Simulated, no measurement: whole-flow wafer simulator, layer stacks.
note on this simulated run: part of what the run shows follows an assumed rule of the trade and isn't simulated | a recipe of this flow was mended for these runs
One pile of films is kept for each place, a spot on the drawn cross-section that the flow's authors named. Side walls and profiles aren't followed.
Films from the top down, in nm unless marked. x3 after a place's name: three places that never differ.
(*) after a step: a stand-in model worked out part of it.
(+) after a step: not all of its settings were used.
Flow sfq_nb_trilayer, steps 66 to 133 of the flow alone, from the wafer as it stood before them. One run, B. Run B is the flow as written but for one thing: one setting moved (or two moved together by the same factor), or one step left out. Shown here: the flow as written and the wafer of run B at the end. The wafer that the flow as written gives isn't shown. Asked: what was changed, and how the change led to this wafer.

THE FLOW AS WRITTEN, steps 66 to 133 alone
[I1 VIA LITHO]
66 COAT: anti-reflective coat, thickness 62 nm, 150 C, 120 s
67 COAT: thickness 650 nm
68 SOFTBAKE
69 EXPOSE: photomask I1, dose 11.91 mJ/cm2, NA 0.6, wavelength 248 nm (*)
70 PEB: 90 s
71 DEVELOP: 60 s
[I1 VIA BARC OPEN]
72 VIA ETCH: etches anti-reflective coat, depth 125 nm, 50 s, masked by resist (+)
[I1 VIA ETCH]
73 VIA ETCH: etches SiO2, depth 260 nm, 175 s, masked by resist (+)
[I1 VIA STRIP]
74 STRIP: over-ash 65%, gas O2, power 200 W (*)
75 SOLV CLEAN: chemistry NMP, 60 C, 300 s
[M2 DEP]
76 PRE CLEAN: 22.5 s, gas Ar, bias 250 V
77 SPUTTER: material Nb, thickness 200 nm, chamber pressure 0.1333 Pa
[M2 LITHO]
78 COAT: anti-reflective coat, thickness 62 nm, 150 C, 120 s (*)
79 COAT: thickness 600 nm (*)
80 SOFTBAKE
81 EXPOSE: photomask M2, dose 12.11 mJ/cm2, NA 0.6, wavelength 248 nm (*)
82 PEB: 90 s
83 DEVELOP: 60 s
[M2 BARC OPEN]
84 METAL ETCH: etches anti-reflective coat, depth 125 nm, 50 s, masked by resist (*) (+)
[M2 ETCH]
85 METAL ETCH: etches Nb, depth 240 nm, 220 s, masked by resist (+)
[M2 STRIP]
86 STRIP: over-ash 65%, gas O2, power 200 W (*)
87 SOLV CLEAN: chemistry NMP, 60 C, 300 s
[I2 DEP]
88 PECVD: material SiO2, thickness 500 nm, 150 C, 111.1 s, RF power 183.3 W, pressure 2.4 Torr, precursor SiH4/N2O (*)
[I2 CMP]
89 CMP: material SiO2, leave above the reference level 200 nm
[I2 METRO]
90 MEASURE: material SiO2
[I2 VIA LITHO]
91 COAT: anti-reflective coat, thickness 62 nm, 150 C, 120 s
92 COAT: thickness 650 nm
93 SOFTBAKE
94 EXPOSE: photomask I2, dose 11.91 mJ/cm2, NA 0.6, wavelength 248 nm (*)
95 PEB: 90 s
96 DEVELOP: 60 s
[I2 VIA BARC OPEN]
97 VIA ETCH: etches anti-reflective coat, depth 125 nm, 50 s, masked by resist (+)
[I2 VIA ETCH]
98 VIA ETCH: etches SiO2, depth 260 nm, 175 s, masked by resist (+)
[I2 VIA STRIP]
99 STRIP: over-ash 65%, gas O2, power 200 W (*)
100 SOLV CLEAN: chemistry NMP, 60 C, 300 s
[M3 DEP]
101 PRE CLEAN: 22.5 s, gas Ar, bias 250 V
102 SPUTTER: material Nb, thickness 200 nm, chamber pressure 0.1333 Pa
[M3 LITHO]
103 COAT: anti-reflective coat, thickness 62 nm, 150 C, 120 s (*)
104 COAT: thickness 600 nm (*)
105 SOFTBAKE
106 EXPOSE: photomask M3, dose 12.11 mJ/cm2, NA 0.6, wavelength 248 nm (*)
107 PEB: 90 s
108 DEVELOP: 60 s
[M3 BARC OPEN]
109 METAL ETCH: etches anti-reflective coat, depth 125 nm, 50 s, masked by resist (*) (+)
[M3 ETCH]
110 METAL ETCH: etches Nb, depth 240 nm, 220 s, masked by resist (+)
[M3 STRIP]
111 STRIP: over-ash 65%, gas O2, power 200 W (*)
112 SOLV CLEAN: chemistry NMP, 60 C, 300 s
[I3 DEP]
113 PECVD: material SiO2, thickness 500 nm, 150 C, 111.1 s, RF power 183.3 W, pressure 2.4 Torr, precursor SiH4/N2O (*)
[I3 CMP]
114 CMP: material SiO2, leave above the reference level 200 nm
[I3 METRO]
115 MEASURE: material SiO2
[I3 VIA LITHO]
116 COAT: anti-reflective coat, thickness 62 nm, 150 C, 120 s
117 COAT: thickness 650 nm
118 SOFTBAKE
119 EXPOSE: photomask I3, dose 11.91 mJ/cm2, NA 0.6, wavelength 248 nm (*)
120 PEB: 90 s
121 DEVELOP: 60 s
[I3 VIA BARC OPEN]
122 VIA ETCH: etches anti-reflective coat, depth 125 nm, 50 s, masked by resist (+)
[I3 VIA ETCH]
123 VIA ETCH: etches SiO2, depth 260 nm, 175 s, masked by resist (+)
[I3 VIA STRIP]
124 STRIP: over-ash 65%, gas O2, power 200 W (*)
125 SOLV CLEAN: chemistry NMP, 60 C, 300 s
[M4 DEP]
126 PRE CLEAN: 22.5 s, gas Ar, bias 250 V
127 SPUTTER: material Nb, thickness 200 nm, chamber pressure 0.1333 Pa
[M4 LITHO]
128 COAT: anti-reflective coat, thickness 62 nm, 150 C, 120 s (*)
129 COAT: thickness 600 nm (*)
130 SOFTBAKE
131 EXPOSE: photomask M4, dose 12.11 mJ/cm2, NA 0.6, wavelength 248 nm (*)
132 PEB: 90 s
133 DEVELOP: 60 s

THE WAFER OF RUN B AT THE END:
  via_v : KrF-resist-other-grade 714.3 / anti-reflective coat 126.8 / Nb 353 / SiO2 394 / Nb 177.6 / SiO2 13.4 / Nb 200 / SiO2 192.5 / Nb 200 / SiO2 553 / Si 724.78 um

The cause: step 69, EXPOSE: dose 4.988 mJ/cm2 was run, where the flow has dose 11.91 mJ/cm2.

How the change led to this, step by step:
  71 DEVELOP: 60 s
      via_v: KrF-resist-other-grade -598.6 (as written it would be: KrF-resist-other-grade -648.6 (all of it))
  72 VIA ETCH: etches anti-reflective coat, depth 125 nm, 50 s, masked by resist (+)
      via_v: KrF-resist-other-grade -50 (all of it), anti-reflective coat -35 (as written it would be: anti-reflective coat -62 (all of it), SiO2 -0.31)
  73 VIA ETCH: etches SiO2, depth 260 nm, 175 s, masked by resist (+)
      via_v: anti-reflective coat -27 (all of it), SiO2 -179.1 (as written it would be: SiO2 -199.7 (all of it), Nb -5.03)
  76 PRE CLEAN: 22.5 s, gas Ar, bias 250 V
      via_v: SiO2 -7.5 (as written it would be: Nb -6.45)
  77 SPUTTER: material Nb, thickness 200 nm, chamber pressure 0.1333 Pa
      via_v: Nb +177.6 (new film) (as written it would be: Nb +172.8)
  78 COAT: anti-reflective coat, thickness 62 nm, 150 C, 120 s (*)
      via_v: anti-reflective coat +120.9 (new film) (as written it would be: anti-reflective coat +125.2 (new film))
  79 COAT: thickness 600 nm (*)
      via_v: KrF-resist-other-grade +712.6 (new film) (as written it would be: KrF-resist-other-grade +733.8 (new film))
  86 STRIP: over-ash 65%, gas O2, power 200 W (*)
      via_v: KrF-resist-other-grade -477 (all of it), anti-reflective coat -120.9 (all of it) (as written it would be: KrF-resist-other-grade -498 (all of it), anti-reflective coat -125.2 (all of it))
  88 PECVD: material SiO2, thickness 500 nm, 150 C, 111.1 s, RF power 183.3 W, pressure 2.4 Torr, precursor SiH4/N2O (*)
      via_v: SiO2 +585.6 (new film) (as written it would be: SiO2 +612.8 (new film))
Counting metal films that touch as one body, via_v has 4 bodies (between them, from the top down: SiO2 394; SiO2 13.4; SiO2 192.5); the flow as written gives 3 bodies (between them, from the top down: SiO2 423.7; SiO2 192.5).
